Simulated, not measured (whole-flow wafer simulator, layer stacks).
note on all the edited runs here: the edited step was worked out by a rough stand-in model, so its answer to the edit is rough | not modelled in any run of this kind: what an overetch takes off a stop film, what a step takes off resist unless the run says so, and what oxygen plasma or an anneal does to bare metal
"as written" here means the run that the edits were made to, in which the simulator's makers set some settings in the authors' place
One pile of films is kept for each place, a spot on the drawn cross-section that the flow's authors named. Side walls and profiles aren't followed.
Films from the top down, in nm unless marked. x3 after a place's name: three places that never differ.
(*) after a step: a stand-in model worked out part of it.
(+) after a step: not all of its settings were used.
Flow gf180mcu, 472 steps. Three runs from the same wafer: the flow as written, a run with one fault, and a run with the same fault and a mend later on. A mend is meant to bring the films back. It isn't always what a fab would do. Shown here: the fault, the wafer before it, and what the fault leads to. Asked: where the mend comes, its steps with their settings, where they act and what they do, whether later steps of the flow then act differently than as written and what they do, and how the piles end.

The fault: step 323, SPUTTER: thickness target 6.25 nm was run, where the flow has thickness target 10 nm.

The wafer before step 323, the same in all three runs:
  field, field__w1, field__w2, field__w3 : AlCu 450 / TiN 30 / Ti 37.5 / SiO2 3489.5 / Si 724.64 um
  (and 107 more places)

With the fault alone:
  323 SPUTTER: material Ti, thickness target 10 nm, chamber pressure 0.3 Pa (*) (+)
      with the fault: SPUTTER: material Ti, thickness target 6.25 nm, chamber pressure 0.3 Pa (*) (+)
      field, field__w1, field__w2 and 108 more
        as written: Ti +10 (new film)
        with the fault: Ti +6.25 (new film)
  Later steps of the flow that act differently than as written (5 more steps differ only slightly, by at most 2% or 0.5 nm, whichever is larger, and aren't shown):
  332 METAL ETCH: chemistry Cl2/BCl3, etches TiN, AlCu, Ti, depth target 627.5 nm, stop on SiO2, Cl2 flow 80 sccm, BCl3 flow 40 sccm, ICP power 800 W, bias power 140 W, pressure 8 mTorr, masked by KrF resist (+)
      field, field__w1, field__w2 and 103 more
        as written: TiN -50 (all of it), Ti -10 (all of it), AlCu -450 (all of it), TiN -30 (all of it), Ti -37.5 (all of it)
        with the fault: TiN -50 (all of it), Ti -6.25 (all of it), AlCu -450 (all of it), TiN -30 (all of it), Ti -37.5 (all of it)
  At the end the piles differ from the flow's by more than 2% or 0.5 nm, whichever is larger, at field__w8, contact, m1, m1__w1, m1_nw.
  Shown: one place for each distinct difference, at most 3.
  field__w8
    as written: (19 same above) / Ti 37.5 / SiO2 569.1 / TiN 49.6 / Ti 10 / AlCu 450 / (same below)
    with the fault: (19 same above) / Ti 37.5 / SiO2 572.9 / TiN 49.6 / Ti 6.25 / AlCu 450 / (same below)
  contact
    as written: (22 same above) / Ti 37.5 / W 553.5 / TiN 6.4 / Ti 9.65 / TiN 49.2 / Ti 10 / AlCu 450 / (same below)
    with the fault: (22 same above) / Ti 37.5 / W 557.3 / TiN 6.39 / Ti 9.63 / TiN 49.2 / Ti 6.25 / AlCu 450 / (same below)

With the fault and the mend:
  The mend comes after step 323.
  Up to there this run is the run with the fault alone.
  323a SPUTTER: material Ti, thickness target 3.75 nm, chamber pressure 0.3 Pa (*) (+) (the flow's step 323 once more, with other settings)
      field, field__w1, field__w2 and 108 more
        Ti +3.75
  No later step of the flow acts differently than as written at any place that is followed.
  At the end the piles are the same as the flow's at every place that both follow.
